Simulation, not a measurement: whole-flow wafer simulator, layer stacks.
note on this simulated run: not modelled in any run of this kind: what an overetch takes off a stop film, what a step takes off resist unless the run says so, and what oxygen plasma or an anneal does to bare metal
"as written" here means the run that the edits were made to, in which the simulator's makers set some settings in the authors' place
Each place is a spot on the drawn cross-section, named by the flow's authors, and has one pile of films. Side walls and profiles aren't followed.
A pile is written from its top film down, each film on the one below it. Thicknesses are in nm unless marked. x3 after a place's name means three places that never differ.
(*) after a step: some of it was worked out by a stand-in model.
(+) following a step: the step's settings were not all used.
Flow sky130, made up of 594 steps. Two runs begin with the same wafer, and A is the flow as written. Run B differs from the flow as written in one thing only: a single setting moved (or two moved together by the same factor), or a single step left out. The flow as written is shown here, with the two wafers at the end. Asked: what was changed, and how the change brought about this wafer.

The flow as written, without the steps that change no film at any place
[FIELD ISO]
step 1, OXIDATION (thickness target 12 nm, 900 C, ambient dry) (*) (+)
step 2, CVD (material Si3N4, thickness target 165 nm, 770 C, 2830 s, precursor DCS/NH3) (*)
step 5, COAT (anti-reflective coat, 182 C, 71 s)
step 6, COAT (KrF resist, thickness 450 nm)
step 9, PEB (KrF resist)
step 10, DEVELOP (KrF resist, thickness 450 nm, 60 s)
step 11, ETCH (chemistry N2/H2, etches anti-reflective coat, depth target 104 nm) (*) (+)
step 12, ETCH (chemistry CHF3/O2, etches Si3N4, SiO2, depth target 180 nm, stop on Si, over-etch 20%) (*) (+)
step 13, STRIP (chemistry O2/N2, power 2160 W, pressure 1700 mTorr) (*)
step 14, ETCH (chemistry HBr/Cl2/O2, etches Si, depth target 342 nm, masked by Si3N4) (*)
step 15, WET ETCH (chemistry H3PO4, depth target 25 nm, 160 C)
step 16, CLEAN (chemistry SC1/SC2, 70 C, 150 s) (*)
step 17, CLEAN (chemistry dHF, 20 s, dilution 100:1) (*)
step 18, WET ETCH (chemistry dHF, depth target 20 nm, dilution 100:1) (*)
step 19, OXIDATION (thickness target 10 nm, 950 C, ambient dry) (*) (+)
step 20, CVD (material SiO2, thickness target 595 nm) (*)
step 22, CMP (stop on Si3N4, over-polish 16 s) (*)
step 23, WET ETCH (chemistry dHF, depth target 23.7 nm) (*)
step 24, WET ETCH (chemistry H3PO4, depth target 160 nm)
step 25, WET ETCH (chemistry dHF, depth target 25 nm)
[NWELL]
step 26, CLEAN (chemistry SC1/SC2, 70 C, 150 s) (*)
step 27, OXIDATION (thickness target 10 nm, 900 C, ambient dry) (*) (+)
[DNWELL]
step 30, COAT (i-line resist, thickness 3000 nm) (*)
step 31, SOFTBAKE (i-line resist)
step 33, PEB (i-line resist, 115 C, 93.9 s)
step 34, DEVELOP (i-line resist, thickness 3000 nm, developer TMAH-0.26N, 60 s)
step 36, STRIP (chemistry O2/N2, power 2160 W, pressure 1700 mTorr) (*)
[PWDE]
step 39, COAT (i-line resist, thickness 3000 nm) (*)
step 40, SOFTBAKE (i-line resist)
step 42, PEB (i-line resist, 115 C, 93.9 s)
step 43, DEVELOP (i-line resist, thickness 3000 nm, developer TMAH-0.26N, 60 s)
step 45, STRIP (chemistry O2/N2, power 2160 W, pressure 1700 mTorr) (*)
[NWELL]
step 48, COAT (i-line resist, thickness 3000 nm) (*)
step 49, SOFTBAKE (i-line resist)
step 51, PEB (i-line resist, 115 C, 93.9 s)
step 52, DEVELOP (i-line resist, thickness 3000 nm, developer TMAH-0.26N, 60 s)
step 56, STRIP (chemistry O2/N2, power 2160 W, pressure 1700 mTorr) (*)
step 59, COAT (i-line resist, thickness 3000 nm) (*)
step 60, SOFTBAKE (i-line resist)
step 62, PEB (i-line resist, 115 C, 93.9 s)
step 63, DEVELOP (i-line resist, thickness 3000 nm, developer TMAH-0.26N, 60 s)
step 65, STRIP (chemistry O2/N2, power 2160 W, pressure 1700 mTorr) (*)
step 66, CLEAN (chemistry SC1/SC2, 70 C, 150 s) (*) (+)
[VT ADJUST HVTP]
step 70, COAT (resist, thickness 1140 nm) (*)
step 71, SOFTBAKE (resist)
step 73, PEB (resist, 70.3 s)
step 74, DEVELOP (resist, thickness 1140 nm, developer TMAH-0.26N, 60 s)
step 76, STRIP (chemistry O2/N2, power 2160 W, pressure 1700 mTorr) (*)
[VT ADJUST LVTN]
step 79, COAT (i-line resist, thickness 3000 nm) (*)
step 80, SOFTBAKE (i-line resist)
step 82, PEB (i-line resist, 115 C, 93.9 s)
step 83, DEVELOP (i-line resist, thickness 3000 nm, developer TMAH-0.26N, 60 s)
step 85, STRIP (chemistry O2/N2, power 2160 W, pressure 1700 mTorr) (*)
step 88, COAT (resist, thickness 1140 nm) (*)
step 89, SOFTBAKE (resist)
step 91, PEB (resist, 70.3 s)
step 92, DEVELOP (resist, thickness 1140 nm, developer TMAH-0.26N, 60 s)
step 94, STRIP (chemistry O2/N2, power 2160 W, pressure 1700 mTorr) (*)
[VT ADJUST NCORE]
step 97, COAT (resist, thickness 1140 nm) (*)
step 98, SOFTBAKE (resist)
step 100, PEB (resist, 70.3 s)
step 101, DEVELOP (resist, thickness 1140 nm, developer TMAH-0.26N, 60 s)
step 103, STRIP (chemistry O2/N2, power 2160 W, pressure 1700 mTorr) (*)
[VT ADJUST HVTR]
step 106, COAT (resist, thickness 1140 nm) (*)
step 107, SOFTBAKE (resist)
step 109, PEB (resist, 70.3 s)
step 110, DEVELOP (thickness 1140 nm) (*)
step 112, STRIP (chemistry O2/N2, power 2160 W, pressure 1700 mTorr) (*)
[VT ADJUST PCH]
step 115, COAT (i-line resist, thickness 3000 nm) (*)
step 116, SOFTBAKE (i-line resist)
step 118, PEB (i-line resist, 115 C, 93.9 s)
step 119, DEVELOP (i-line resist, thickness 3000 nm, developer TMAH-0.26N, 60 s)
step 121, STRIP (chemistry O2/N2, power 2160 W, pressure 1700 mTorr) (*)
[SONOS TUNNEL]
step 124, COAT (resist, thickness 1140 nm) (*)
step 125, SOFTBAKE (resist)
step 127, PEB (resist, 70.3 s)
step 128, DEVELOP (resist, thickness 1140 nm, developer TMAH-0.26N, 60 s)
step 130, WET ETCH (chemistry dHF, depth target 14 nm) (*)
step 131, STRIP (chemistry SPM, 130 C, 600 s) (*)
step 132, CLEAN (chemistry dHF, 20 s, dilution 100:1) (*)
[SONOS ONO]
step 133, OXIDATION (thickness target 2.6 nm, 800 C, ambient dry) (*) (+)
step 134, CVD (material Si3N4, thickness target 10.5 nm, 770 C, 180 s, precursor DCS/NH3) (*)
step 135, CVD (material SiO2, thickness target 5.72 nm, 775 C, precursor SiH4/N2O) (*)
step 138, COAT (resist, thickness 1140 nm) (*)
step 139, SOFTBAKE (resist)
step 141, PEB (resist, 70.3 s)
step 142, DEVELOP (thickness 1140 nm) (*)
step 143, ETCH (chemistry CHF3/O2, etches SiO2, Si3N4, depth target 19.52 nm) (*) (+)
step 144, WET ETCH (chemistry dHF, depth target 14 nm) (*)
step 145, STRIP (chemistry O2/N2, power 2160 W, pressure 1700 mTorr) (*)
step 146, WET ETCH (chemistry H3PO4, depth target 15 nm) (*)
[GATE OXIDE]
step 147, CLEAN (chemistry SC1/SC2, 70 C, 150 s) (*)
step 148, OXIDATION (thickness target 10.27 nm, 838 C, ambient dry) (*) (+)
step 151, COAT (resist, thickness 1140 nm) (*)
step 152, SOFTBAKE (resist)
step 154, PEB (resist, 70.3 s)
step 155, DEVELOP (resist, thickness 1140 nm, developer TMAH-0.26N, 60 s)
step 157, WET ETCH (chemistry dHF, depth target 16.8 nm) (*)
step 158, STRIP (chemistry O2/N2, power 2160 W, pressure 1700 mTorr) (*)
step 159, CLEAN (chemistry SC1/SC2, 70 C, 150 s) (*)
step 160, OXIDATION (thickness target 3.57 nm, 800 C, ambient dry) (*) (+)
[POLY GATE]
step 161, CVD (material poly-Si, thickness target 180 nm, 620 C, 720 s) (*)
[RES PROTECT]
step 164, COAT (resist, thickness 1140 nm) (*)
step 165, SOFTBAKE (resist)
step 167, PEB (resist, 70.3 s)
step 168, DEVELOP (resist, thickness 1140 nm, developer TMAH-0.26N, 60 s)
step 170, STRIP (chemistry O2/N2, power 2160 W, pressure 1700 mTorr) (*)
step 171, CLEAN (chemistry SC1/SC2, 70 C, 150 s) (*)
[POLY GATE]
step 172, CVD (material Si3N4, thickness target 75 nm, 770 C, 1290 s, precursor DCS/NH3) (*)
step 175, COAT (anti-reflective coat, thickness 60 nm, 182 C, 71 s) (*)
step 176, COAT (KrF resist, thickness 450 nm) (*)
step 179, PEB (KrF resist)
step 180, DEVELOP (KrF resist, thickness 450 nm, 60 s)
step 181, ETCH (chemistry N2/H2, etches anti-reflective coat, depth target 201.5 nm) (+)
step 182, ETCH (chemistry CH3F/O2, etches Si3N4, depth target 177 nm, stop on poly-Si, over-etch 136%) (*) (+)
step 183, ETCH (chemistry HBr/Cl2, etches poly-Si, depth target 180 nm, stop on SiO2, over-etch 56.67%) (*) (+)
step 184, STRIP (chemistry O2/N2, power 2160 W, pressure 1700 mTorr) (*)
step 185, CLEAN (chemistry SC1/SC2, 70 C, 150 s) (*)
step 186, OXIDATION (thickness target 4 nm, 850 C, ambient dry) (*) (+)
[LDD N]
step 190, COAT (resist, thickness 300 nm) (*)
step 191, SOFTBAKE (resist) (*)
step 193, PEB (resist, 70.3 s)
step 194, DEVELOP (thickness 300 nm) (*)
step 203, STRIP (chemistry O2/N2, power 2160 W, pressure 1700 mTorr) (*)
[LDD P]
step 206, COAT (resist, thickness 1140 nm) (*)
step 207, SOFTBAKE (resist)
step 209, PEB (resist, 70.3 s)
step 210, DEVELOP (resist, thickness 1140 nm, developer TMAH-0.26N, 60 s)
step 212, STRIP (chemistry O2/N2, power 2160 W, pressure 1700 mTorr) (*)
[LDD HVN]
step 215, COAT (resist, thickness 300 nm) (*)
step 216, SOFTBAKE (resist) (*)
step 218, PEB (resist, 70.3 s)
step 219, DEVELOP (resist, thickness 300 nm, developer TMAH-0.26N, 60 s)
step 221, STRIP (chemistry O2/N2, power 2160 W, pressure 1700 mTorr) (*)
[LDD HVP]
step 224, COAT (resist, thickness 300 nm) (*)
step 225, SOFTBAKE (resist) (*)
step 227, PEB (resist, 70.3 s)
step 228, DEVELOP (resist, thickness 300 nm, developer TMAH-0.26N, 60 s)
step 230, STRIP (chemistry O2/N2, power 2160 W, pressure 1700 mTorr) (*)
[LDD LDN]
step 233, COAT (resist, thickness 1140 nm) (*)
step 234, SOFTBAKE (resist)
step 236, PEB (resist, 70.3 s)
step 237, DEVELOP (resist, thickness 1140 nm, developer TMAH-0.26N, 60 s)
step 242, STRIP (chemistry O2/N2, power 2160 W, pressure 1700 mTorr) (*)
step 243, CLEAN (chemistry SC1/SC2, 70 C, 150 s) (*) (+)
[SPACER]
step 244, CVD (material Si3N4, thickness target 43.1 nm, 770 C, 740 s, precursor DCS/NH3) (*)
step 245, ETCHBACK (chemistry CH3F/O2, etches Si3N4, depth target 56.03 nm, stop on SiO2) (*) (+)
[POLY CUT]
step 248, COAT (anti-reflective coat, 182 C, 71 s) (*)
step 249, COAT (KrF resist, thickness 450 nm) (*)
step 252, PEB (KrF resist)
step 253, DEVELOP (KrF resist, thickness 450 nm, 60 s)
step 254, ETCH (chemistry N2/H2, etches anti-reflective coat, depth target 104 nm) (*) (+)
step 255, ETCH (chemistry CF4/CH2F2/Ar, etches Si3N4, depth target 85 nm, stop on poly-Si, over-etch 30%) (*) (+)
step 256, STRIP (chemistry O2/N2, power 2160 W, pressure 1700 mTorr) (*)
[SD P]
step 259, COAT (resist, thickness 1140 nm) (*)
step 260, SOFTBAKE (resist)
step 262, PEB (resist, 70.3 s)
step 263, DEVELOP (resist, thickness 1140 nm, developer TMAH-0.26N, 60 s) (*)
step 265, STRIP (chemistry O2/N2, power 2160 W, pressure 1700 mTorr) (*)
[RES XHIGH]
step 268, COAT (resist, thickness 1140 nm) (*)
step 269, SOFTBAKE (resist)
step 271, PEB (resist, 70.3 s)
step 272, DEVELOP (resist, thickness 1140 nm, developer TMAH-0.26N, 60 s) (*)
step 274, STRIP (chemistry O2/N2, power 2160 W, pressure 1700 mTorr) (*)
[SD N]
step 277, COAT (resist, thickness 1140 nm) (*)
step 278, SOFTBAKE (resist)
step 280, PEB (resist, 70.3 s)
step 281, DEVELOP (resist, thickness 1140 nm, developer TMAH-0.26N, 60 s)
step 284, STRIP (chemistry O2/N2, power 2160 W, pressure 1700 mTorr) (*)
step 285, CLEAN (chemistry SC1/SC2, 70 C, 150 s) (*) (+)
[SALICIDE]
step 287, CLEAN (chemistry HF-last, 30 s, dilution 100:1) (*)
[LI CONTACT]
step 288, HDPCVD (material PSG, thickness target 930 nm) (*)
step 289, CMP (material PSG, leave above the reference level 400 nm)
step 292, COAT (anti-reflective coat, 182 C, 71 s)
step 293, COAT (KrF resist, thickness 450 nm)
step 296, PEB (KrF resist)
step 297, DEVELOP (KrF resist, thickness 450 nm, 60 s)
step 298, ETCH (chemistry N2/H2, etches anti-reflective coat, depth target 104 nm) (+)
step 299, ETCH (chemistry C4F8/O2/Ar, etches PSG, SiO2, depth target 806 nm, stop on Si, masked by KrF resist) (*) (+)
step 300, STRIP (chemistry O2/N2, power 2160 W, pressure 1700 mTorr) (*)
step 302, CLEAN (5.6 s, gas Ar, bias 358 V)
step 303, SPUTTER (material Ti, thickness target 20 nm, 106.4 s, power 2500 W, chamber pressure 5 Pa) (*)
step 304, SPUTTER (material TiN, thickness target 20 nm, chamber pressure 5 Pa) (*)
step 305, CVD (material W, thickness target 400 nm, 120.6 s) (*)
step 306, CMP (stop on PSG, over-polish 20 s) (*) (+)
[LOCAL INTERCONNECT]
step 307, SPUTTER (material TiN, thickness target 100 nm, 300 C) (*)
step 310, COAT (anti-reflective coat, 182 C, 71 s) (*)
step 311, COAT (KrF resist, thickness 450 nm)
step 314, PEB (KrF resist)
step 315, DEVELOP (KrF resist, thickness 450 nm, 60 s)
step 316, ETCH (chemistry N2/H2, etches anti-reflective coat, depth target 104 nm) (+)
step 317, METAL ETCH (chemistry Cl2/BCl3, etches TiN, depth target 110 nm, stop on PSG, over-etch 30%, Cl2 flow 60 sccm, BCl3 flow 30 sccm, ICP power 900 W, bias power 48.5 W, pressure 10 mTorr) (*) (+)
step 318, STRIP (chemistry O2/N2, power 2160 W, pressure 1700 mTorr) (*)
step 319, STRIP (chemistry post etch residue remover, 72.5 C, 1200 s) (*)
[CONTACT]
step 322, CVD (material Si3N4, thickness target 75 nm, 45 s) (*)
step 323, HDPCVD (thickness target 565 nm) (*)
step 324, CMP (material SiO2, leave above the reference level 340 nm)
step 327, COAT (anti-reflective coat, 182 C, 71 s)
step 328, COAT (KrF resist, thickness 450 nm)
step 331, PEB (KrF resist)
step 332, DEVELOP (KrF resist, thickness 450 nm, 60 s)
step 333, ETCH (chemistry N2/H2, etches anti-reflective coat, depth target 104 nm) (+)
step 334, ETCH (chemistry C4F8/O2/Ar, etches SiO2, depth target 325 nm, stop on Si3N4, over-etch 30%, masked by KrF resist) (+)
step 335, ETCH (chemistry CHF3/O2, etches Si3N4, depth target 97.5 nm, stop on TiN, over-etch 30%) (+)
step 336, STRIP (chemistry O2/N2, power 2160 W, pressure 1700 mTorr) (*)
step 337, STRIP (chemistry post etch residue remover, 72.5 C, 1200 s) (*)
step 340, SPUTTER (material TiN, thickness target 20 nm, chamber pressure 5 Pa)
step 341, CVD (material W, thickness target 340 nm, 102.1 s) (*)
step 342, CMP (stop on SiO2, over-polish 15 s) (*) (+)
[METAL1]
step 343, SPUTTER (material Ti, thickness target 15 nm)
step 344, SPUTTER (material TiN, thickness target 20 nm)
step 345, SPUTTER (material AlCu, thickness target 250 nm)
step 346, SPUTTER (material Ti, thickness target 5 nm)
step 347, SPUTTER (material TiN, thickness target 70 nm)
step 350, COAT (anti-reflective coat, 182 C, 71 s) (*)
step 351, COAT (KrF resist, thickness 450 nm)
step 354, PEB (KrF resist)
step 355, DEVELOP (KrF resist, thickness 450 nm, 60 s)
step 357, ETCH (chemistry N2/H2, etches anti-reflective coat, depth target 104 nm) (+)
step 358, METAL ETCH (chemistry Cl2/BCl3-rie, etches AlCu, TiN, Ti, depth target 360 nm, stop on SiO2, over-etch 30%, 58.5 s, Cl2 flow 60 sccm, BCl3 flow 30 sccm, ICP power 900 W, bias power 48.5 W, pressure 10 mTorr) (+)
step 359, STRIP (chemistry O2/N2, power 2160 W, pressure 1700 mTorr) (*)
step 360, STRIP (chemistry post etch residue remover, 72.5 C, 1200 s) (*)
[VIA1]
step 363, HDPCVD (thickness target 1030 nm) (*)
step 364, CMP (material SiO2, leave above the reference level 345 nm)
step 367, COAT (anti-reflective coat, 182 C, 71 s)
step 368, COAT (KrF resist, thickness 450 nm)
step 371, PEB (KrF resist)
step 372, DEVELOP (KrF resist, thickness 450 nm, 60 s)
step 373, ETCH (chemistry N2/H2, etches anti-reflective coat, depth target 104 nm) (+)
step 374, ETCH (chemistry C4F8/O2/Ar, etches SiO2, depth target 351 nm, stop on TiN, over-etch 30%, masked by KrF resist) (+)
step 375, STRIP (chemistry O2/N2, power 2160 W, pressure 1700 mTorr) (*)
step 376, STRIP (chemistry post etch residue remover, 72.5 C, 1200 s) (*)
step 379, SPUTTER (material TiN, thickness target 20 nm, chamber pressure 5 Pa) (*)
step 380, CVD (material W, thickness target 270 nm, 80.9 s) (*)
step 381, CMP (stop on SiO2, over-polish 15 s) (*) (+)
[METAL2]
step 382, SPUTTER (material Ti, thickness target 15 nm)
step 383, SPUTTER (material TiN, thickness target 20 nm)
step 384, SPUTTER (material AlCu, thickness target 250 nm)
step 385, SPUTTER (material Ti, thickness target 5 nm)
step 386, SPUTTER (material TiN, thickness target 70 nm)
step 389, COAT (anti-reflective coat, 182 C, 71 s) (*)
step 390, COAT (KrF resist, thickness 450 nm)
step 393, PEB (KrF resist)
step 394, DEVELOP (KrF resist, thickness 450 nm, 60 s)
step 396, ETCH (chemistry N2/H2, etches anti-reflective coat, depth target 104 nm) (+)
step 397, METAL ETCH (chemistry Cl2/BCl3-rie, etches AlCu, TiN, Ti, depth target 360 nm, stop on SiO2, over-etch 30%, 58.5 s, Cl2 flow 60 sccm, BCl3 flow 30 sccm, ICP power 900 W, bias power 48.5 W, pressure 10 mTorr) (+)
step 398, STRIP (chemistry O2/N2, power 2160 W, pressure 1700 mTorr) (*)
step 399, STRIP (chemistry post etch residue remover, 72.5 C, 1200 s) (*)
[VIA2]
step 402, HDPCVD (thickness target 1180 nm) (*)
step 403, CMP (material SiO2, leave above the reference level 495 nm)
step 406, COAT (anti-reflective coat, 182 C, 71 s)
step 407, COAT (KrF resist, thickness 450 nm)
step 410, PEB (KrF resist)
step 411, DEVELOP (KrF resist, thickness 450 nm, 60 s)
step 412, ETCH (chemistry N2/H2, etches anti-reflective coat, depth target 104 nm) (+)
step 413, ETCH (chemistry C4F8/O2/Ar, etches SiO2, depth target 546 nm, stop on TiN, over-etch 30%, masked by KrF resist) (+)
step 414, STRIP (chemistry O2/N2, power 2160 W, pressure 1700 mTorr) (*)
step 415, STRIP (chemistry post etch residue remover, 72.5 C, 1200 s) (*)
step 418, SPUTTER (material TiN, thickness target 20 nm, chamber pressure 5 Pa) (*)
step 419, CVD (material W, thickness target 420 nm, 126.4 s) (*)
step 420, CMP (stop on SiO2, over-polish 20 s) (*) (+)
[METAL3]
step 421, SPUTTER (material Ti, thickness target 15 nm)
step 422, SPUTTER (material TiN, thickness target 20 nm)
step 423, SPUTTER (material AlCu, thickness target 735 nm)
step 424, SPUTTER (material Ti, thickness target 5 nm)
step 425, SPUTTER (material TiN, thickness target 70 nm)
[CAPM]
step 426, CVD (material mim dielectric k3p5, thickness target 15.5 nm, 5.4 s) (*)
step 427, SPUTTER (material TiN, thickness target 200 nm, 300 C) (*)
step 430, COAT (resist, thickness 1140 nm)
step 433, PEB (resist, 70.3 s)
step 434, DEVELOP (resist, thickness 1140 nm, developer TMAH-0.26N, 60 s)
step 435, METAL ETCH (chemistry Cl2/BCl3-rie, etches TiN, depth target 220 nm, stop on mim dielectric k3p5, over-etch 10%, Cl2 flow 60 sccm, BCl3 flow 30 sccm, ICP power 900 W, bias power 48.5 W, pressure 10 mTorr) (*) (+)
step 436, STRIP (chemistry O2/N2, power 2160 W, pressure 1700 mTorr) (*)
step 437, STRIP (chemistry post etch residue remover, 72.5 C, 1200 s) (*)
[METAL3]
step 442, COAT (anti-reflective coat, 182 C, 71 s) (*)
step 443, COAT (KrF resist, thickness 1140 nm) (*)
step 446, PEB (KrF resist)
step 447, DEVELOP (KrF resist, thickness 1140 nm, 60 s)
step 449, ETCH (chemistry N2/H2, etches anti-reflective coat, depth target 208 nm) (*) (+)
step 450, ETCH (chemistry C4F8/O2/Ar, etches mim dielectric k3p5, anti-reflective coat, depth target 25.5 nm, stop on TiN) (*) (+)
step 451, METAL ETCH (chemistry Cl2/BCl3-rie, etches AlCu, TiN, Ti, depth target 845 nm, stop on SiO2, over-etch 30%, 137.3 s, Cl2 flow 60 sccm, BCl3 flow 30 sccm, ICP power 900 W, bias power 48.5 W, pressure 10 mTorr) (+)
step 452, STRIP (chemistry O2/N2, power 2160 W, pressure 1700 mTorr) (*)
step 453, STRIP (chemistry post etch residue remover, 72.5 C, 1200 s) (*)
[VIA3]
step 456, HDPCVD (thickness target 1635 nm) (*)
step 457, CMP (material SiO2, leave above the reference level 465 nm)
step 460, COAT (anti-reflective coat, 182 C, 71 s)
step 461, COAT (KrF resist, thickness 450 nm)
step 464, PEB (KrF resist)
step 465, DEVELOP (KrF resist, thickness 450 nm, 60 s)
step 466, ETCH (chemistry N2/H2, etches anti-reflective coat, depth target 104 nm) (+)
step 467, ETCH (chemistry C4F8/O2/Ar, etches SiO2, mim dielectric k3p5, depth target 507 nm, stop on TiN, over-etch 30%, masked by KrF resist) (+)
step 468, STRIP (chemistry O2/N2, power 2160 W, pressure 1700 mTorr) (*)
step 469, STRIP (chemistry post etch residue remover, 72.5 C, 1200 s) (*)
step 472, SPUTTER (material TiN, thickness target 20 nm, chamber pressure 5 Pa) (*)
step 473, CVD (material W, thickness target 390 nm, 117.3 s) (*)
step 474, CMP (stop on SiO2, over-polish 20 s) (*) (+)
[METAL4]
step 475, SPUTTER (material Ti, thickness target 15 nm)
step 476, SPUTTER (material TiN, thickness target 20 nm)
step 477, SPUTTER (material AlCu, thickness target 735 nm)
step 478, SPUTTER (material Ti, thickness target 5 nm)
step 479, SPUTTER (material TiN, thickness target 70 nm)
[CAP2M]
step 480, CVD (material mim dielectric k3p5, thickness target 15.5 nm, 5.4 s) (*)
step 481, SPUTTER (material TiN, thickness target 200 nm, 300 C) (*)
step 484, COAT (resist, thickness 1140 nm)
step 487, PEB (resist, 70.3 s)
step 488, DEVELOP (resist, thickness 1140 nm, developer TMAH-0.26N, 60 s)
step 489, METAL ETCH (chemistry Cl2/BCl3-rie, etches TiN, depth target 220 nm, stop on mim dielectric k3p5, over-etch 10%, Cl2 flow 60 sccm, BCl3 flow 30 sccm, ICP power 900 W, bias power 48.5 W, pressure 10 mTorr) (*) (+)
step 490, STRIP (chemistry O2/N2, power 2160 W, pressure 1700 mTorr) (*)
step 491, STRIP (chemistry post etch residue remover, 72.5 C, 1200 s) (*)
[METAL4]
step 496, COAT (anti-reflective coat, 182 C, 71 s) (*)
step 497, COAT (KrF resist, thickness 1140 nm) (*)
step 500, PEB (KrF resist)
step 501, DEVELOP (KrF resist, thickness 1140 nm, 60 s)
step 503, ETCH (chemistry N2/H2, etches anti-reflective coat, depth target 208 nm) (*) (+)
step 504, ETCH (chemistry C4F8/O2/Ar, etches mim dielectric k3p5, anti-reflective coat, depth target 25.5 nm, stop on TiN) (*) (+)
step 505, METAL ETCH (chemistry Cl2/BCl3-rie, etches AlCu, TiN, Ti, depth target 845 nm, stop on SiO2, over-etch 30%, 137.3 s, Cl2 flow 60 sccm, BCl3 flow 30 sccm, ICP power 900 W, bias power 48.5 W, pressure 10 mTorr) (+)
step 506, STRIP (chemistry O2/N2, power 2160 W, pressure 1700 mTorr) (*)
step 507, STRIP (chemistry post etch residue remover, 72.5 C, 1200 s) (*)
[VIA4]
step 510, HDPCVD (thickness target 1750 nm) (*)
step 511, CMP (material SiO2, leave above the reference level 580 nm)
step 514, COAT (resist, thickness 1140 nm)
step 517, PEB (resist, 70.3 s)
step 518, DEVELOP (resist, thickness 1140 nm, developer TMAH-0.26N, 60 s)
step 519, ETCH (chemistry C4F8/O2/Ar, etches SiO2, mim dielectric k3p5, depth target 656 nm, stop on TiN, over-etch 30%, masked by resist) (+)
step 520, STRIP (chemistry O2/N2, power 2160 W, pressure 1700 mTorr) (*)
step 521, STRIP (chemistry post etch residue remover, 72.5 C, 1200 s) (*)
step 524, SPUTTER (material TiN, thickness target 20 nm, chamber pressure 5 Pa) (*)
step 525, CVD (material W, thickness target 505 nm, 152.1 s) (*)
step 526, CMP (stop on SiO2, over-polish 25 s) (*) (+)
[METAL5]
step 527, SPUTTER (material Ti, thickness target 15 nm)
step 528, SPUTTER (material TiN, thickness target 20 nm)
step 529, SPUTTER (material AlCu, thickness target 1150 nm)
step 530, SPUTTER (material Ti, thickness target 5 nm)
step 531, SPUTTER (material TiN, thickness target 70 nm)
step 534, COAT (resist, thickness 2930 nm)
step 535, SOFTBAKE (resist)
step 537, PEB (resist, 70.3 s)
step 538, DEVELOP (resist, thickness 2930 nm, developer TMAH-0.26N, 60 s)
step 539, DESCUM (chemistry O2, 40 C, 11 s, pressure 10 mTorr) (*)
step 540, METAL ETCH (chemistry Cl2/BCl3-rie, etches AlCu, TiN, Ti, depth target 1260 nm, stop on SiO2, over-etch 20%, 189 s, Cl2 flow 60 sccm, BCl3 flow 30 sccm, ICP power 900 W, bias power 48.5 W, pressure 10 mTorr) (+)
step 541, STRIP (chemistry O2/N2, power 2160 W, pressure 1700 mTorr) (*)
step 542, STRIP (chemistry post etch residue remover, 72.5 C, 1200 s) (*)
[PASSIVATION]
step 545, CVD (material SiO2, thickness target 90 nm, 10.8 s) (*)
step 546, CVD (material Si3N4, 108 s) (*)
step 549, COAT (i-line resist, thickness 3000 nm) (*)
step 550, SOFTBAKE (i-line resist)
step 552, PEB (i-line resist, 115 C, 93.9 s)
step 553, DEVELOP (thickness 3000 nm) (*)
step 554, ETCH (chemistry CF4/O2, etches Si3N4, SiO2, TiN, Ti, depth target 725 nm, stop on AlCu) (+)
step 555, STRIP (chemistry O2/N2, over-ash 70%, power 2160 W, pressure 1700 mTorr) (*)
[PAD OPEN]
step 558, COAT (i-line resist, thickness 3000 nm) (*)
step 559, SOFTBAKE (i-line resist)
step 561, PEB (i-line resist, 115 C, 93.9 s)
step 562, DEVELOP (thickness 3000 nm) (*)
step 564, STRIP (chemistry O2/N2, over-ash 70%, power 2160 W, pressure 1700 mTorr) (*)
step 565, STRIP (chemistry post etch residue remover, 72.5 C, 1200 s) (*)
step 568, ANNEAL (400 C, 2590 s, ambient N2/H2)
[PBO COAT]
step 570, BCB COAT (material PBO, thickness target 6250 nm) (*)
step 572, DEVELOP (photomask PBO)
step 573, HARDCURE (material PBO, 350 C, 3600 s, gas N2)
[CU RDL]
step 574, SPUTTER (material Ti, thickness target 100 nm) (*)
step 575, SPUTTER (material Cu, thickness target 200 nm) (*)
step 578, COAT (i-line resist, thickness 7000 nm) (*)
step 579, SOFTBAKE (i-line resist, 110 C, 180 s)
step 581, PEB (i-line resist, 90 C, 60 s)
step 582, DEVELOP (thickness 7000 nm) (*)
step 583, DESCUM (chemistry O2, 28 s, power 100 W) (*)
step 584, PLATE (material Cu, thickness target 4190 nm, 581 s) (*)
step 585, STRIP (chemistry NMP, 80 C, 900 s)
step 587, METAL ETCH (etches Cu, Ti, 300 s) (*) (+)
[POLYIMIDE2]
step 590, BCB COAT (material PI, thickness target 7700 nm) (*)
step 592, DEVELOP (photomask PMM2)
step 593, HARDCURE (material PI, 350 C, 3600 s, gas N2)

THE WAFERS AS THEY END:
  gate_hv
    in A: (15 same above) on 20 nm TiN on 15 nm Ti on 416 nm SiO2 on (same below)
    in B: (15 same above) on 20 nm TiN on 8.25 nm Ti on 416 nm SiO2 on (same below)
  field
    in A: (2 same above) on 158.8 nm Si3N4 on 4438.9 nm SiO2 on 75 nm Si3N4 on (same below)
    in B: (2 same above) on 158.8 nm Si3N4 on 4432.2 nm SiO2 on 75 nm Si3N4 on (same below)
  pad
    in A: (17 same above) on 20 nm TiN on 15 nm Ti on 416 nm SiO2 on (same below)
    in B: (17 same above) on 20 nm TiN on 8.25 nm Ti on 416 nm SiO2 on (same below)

The reason: step 421, SPUTTER: thickness target 8.25 nm was run, while the flow as written has thickness target 15 nm.
One can read it off the wafer: gate_hv has Ti 8.25, and step 421 as written asks for 15 nm.

The path from the change to this, step by step:
  step 421, SPUTTER (material Ti, thickness target 15 nm)
      field, active, n_well and 188 more: A +15 Ti (new film) | B +8.25 Ti (new film)
  step 451, METAL ETCH (chemistry Cl2/BCl3-rie, etches AlCu, TiN, Ti, depth target 845 nm, stop on SiO2, over-etch 30%, 137.3 s, Cl2 flow 60 sccm, BCl3 flow 30 sccm, ICP power 900 W, bias power 48.5 W, pressure 10 mTorr) (+)
      field, gate, spacer and 68 more: A -70 TiN (all of it), -5 Ti (all of it), -735 AlCu (all of it), -20 TiN (all of it), -15 Ti (all of it), -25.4 SiO2 | B -70 TiN (all of it), -5 Ti (all of it), -735 AlCu (all of it), -20 TiN (all of it), -8.25 Ti (all of it), -26 SiO2
      active, vpp_ln, vpp_iso2 and 11 more: A -70 TiN (all of it), -5 Ti (all of it), -735 AlCu (all of it), -20 TiN (all of it), -15 Ti (all of it), -25.3 SiO2 | B -70 TiN (all of it), -5 Ti (all of it), -735 AlCu (all of it), -20 TiN (all of it), -8.25 Ti (all of it), -26 SiO2
